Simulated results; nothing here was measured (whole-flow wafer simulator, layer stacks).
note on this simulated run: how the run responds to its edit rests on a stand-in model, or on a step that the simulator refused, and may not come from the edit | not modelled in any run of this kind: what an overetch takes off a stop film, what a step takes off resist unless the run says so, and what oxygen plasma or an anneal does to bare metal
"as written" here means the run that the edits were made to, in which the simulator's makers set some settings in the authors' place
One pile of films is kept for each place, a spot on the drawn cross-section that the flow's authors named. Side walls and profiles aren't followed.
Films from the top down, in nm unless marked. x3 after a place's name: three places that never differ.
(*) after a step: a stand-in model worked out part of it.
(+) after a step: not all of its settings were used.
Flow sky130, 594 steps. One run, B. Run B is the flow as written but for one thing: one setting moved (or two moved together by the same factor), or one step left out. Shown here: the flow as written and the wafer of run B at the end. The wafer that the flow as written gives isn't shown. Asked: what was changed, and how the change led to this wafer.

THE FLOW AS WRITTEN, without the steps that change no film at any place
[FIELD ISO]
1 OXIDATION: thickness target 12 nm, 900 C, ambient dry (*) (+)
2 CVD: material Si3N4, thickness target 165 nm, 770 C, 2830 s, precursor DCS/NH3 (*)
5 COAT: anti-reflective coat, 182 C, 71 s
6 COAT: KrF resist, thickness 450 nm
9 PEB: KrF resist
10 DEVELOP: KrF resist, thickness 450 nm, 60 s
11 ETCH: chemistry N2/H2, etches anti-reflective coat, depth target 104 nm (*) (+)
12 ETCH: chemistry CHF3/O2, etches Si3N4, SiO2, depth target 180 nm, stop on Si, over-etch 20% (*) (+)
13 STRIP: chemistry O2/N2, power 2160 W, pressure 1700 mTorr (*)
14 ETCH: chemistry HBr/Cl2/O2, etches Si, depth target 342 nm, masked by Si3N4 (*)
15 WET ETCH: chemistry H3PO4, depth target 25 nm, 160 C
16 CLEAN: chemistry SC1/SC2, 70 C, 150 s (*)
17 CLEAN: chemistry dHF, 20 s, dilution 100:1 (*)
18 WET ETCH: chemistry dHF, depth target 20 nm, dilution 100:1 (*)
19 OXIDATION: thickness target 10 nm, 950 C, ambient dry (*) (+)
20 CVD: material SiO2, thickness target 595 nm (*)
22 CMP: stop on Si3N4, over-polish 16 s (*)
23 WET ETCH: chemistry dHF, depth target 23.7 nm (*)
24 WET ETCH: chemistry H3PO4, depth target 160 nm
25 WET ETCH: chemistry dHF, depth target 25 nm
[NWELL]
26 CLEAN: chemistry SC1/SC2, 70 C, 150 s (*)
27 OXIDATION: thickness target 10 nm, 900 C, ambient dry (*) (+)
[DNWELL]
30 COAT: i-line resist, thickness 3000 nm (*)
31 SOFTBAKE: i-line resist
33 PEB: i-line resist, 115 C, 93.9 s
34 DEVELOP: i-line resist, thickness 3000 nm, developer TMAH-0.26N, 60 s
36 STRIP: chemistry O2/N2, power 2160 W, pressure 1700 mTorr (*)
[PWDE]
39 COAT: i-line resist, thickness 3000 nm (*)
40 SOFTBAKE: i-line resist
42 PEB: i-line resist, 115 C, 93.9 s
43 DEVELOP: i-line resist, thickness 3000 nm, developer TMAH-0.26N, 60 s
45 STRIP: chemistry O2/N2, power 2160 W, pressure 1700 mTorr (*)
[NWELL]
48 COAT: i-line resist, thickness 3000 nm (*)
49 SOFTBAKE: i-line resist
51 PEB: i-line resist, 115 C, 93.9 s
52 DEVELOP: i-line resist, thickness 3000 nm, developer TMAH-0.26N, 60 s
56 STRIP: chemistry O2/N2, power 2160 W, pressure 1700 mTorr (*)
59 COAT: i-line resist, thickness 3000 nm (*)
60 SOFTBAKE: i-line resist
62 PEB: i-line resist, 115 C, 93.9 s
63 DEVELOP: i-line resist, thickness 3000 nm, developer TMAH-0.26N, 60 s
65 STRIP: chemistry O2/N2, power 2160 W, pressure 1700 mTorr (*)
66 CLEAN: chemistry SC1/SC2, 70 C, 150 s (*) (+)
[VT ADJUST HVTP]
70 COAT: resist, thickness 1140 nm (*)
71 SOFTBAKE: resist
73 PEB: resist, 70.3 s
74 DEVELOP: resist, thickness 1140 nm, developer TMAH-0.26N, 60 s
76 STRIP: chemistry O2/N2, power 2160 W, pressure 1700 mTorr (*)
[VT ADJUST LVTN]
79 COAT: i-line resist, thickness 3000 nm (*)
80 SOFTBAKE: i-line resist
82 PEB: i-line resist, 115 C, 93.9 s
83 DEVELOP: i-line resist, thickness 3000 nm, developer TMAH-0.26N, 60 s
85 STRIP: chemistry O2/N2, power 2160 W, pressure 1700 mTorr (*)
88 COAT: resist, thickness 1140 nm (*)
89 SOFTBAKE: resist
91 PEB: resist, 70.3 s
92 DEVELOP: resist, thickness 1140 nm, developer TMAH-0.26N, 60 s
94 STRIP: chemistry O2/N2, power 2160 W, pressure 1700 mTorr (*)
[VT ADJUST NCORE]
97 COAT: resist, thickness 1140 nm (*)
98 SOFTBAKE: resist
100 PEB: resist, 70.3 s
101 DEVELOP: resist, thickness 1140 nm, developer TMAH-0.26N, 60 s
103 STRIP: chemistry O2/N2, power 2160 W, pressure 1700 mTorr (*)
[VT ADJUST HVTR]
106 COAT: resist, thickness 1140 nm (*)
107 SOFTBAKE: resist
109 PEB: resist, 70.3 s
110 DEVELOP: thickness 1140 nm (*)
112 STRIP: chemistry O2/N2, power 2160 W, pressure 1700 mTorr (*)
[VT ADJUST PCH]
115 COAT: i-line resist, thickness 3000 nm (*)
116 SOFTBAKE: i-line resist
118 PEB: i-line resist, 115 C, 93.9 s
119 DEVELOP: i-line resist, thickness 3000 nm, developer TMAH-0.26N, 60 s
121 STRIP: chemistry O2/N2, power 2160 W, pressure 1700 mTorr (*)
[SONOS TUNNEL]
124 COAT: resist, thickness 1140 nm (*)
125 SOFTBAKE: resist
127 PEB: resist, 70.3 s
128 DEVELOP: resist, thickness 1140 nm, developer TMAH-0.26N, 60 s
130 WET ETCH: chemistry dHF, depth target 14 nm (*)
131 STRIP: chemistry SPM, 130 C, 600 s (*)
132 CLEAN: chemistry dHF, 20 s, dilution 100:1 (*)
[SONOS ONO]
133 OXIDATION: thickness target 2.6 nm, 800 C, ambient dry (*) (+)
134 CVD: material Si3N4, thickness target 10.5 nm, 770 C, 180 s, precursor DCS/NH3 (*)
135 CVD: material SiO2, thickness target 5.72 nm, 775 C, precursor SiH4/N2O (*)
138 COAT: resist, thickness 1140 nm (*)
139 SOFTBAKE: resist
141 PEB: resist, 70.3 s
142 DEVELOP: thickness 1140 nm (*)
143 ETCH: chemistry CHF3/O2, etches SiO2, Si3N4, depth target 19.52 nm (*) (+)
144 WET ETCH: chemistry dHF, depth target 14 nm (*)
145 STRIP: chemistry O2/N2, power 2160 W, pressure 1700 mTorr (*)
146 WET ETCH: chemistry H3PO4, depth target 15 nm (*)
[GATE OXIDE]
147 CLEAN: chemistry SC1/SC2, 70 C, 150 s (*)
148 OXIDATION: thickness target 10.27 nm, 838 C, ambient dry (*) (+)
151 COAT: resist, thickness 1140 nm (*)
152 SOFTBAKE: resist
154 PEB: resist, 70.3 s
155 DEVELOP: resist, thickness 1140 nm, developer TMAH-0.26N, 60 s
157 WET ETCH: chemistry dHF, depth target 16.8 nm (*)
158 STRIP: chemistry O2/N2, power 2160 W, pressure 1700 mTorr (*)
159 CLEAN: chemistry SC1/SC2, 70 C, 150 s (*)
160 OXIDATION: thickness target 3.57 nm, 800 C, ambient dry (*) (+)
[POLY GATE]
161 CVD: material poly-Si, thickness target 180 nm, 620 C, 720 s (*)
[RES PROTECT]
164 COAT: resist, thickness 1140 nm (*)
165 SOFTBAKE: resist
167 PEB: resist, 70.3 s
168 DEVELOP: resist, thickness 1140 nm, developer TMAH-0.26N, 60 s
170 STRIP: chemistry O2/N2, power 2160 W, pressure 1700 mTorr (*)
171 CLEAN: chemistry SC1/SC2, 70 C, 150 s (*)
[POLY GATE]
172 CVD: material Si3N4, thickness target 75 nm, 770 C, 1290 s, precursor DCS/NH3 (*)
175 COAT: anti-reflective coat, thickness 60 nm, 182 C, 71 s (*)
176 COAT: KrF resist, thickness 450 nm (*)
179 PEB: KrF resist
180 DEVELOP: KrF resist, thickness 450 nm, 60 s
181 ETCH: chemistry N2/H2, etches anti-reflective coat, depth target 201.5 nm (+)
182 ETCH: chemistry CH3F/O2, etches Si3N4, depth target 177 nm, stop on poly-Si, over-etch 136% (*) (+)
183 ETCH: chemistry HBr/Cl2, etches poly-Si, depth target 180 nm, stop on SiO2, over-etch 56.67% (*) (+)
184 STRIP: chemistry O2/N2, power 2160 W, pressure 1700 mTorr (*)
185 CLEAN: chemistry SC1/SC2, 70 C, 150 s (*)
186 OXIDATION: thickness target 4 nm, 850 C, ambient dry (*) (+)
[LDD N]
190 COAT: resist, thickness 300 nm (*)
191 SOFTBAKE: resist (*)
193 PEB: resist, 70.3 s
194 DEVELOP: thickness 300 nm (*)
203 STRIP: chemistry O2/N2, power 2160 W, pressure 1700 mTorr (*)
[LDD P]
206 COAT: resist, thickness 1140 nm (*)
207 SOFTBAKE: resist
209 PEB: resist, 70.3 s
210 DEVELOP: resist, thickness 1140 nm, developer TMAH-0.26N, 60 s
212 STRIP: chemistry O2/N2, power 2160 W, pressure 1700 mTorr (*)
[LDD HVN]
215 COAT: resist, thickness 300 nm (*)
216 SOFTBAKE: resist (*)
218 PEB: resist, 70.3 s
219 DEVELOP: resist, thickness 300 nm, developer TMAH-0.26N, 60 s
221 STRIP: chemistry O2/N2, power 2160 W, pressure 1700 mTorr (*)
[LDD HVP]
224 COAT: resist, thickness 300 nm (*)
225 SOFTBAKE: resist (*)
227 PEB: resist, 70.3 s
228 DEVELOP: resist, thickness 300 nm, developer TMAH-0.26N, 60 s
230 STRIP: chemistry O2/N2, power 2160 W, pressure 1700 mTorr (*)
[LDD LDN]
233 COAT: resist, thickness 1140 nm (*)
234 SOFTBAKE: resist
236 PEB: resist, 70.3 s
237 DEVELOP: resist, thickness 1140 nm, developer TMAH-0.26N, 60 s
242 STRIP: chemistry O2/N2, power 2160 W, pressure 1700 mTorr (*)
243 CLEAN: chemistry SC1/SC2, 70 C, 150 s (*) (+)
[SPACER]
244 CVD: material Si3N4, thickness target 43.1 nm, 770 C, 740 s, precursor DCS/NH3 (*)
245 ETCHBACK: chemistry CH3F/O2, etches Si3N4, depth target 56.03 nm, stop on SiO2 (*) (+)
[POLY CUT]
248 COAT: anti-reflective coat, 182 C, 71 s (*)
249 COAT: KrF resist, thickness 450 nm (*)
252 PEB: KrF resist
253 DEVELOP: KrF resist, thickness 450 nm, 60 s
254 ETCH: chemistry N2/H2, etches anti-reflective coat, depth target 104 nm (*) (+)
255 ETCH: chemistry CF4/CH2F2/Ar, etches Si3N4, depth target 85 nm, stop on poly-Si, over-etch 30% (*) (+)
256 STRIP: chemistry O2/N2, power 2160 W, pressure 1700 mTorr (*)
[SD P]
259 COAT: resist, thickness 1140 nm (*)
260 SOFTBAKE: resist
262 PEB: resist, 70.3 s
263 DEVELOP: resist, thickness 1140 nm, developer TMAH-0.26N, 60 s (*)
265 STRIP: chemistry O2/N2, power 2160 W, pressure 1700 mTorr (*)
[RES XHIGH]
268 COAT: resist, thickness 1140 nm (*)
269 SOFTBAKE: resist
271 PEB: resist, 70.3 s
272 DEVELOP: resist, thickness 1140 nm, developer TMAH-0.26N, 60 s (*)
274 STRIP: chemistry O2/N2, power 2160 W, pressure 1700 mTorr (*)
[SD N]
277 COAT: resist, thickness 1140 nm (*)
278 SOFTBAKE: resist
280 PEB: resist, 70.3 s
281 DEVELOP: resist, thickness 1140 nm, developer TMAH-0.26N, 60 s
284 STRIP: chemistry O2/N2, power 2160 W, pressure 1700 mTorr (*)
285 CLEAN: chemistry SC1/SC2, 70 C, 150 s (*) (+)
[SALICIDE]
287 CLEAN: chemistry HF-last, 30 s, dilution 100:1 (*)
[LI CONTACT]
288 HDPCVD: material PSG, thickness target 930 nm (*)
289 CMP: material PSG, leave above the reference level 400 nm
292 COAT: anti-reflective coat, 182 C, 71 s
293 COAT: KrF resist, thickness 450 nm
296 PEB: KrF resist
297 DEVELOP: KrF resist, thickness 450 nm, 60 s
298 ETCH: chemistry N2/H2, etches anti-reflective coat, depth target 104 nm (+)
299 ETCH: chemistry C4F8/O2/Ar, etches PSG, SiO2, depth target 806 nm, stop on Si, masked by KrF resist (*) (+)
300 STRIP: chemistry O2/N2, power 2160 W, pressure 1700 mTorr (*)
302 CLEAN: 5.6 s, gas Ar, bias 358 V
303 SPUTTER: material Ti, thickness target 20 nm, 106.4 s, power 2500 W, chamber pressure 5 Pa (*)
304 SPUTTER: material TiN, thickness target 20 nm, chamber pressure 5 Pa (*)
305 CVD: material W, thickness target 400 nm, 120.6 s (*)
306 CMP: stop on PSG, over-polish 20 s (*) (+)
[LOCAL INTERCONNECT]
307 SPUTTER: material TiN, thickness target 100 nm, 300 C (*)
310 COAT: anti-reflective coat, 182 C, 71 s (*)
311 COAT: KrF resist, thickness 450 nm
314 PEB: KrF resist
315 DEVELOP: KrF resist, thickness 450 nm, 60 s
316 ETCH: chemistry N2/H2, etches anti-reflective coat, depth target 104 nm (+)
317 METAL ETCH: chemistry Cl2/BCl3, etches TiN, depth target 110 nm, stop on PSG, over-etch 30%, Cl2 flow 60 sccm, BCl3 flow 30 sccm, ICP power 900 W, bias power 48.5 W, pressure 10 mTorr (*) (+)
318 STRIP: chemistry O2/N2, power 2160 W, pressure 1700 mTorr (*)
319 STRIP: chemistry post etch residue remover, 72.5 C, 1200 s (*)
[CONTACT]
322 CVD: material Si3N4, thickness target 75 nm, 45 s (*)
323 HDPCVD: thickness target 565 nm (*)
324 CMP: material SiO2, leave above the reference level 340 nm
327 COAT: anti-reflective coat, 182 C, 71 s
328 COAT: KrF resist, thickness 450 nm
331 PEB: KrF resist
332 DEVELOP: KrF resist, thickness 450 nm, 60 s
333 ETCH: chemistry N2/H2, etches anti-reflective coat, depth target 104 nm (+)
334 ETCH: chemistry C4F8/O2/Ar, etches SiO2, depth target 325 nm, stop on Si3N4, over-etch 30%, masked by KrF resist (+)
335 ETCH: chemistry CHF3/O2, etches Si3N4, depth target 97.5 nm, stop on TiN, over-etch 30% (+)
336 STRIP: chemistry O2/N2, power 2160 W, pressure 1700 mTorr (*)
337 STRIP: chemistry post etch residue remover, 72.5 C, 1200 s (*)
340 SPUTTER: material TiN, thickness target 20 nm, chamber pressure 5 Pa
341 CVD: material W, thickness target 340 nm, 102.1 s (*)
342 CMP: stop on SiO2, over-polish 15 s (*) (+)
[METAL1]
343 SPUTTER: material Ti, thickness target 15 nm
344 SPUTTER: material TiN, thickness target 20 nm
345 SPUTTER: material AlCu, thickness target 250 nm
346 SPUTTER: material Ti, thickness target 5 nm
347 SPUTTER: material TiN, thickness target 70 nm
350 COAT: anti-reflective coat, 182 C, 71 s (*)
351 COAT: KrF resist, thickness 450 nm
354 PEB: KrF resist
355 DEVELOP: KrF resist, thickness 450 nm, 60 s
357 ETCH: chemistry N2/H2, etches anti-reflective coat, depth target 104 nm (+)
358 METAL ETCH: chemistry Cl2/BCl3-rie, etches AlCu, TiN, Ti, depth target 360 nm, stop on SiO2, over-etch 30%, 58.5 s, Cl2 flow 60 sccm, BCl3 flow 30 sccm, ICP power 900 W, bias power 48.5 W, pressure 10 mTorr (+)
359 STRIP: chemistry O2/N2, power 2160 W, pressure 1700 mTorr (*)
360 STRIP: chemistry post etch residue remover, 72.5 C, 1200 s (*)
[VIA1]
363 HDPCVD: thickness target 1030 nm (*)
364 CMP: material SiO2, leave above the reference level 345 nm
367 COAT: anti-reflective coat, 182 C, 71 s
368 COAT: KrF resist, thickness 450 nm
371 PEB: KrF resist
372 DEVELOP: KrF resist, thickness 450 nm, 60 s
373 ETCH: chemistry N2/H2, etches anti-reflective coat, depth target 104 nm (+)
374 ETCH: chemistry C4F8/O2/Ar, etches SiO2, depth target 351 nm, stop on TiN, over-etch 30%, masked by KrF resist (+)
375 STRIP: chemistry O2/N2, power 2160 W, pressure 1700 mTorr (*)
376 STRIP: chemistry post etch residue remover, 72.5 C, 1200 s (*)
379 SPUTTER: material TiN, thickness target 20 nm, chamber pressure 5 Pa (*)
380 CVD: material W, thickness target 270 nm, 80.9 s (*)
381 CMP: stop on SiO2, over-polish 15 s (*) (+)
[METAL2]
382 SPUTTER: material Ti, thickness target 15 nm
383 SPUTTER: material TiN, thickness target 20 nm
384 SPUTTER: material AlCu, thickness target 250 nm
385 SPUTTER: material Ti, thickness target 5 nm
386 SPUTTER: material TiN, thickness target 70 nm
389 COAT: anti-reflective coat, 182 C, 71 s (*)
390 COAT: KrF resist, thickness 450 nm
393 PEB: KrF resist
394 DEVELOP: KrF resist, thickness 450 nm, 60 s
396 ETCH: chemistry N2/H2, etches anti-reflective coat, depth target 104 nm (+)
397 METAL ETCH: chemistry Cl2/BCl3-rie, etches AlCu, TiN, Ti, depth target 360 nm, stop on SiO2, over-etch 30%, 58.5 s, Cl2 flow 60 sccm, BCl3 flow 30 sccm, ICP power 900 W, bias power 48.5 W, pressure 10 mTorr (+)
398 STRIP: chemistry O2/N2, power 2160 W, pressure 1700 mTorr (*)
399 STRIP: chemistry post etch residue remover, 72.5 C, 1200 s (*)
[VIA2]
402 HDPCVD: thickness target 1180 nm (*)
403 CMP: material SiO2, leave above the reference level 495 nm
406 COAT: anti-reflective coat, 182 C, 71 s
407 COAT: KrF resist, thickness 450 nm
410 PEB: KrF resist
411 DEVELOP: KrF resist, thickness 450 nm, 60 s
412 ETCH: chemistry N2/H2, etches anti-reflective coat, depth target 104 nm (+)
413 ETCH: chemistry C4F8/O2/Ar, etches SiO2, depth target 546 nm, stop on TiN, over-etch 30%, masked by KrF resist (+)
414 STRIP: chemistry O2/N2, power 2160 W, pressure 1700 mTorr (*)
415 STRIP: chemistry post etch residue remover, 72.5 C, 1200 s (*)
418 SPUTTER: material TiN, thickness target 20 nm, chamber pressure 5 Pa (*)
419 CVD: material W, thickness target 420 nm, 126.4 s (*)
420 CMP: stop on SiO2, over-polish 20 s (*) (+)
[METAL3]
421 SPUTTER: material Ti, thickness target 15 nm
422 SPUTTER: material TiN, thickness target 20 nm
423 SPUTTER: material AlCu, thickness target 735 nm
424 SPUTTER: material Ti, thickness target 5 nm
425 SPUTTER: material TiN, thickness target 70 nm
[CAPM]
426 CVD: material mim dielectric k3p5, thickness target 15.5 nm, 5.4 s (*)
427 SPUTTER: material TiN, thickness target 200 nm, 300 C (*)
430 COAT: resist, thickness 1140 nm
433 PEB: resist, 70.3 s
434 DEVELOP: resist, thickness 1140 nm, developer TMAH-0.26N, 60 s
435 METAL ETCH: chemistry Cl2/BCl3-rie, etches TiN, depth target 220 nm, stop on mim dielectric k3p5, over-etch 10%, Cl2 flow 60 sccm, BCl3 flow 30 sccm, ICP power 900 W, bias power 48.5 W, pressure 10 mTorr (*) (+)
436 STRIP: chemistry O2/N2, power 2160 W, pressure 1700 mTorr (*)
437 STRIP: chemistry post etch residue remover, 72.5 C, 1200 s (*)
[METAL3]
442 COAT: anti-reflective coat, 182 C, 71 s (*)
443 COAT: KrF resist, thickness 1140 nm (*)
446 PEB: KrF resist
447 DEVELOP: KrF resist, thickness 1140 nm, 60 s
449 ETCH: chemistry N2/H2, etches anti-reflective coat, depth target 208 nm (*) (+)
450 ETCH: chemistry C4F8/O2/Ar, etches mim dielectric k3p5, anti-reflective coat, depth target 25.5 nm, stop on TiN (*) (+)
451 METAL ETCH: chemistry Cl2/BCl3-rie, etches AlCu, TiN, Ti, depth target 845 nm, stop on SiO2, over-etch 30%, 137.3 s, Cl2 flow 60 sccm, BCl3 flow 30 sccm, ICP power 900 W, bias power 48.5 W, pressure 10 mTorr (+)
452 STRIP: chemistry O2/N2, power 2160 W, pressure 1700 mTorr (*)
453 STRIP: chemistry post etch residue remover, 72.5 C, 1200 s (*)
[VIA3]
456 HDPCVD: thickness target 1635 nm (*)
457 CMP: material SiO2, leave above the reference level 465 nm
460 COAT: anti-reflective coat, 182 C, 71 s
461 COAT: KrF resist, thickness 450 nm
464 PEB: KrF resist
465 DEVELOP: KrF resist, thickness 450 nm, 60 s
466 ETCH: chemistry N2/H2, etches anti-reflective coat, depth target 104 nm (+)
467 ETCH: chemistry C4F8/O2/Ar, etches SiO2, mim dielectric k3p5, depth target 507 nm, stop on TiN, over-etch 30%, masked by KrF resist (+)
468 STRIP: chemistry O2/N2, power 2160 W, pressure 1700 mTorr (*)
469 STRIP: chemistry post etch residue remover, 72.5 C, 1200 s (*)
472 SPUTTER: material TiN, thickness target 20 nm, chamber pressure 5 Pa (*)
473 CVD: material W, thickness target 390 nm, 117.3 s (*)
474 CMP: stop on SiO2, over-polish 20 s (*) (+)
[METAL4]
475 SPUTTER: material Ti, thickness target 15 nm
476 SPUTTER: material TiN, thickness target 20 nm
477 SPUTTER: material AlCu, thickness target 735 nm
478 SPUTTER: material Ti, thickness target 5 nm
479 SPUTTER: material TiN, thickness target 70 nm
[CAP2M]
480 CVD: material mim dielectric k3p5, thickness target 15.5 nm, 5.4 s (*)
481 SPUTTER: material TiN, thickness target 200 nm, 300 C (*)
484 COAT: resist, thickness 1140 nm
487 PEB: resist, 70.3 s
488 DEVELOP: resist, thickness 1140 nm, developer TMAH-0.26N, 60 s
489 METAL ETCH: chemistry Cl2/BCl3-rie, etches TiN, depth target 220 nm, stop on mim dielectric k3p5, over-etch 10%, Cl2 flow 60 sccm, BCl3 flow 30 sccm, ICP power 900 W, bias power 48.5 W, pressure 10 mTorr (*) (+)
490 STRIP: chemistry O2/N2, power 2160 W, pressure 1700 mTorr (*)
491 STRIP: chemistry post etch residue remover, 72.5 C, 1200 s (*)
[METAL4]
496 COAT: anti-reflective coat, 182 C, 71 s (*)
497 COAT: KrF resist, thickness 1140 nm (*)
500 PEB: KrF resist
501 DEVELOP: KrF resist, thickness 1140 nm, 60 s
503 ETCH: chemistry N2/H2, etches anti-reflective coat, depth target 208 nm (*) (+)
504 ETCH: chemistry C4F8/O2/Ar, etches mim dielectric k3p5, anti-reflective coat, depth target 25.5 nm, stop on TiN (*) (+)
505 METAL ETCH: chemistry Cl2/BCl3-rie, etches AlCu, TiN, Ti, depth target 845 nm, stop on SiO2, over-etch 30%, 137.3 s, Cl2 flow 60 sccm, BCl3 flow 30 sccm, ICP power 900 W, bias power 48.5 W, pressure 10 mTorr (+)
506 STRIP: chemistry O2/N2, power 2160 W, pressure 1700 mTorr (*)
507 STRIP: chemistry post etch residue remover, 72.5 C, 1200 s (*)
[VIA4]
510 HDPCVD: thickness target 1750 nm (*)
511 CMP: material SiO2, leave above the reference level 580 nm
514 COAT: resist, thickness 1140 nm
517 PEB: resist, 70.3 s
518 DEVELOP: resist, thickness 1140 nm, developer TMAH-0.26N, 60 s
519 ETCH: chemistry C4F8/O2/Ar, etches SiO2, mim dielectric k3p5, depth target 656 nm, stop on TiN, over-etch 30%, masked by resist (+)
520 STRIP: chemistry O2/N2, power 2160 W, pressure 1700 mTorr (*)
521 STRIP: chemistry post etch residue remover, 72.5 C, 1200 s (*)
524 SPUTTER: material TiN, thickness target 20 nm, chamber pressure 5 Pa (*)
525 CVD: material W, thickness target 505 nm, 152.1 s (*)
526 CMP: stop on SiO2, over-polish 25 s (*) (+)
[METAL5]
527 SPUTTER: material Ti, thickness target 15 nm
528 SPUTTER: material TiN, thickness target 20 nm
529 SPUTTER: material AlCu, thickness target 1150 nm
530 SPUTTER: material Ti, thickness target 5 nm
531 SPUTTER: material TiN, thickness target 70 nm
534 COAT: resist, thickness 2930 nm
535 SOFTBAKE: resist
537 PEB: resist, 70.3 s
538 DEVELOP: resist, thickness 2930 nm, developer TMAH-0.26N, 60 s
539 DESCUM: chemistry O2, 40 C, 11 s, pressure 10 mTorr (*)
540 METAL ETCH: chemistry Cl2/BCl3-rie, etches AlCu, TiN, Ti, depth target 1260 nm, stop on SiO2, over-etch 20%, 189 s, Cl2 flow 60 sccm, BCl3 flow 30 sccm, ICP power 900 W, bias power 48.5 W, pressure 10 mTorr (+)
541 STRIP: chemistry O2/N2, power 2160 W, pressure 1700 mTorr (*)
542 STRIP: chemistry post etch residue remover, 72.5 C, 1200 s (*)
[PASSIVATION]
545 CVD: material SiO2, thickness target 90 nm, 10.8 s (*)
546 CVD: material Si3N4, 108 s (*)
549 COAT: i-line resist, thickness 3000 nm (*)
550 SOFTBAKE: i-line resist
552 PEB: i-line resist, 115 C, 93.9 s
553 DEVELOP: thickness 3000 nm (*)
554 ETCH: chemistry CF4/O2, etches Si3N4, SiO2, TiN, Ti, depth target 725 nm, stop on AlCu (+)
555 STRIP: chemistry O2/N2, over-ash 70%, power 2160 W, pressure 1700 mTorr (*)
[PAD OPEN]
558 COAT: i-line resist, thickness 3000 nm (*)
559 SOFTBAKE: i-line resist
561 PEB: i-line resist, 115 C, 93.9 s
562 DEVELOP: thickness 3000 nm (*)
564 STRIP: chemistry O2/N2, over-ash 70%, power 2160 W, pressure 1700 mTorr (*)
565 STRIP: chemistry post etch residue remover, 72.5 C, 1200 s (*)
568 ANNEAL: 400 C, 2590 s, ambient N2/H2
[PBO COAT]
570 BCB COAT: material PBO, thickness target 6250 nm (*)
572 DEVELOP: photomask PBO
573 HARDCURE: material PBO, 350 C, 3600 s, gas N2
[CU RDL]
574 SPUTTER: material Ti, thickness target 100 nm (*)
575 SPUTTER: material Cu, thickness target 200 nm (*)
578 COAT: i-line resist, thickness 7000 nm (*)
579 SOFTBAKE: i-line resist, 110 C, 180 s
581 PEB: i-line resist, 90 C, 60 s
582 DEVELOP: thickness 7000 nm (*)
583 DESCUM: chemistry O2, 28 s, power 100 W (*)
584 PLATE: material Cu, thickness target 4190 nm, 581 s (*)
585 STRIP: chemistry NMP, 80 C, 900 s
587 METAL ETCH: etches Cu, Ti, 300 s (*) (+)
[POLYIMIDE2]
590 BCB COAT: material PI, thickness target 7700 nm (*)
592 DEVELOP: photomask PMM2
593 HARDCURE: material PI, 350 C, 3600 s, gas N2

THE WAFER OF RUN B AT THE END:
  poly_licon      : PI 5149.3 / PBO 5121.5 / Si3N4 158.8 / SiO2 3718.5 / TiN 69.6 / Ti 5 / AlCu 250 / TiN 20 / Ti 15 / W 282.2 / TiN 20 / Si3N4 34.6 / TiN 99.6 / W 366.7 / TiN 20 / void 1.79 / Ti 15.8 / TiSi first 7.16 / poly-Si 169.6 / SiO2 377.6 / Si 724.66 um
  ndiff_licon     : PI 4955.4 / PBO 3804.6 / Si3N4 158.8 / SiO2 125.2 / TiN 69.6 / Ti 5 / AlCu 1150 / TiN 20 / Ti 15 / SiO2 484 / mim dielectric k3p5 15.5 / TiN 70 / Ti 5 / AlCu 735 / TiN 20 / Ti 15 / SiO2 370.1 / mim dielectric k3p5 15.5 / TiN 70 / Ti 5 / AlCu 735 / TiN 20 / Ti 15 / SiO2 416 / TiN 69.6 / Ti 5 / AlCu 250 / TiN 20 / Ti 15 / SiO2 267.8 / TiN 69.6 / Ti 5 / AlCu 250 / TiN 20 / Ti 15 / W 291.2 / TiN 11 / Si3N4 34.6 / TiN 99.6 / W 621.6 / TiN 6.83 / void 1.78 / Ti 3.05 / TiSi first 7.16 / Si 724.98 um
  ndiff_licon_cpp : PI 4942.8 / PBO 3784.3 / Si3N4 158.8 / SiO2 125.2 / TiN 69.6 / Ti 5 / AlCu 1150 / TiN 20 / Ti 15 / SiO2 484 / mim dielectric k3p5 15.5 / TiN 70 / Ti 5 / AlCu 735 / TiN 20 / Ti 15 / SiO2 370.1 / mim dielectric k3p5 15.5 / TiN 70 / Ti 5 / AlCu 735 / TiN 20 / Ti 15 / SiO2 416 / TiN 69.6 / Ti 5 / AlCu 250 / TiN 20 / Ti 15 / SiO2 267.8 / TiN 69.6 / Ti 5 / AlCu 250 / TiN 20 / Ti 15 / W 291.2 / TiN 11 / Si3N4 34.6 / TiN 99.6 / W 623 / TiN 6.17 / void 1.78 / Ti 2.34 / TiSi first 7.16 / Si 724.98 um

The cause: step 335, ETCH: depth target 40 nm was run, where the flow has depth target 97.5 nm.

How the change led to this, step by step:
  335 ETCH: chemistry CHF3/O2, etches Si3N4, depth target 97.5 nm, stop on TiN, over-etch 30% (+)
      poly_licon, ndiff_licon, ndiff_licon_cpp, rpo_hd_licon: Si3N4 -40 (as written it would be: Si3N4 -75 (all of it))
      field, active, n_well and 184 more: KrF resist -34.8 (as written it would be: KrF resist -84.8)
  336 STRIP: chemistry O2/N2, power 2160 W, pressure 1700 mTorr (*)
      field, active, n_well and 184 more: KrF resist -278 (all of it), anti-reflective coat -80 (all of it) (as written it would be: KrF resist -228 (all of it), anti-reflective coat -80 (all of it))
  340 SPUTTER: material TiN, thickness target 20 nm, chamber pressure 5 Pa
      ndiff_licon, ndiff_licon_cpp, rpo_hd_licon: TiN +11 (new film) (as written it would be: TiN +10.4)
      poly_licon: TiN +20 (new film) (as written it would be: TiN +20)
  341 CVD: material W, thickness target 340 nm, 102.1 s (*)
      ndiff_licon, ndiff_licon_cpp, rpo_hd_licon: W +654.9 (new film) (as written it would be: W +690.5 (new film))
  342 CMP: stop on SiO2, over-polish 15 s (*) (+)
      poly_licon: W -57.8 (as written it would be: W -22.8)
Counting metal films that touch as one body, poly_licon has 3 bodies (between them, from the top down: Si3N4 34.6; void 1.79); the flow as written gives 2 bodies (between them, from the top down: void 1.79).
Counting metal films that touch as one body, ndiff_licon has 7 bodies (between them, from the top down: SiO2 484 / mim dielectric k3p5 15.5; SiO2 370.1 / mim dielectric k3p5 15.5; SiO2 416; SiO2 267.8; Si3N4 34.6; void 1.78); the flow as written gives 6 bodies (between them, from the top down: SiO2 484 / mim dielectric k3p5 15.5; SiO2 370.1 / mim dielectric k3p5 15.5; SiO2 416; SiO2 267.8; void 1.78).
Counting metal films that touch as one body, ndiff_licon_cpp has 7 bodies (between them, from the top down: SiO2 484 / mim dielectric k3p5 15.5; SiO2 370.1 / mim dielectric k3p5 15.5; SiO2 416; SiO2 267.8; Si3N4 34.6; void 1.78); the flow as written gives 6 bodies (between them, from the top down: SiO2 484 / mim dielectric k3p5 15.5; SiO2 370.1 / mim dielectric k3p5 15.5; SiO2 416; SiO2 267.8; void 1.78).
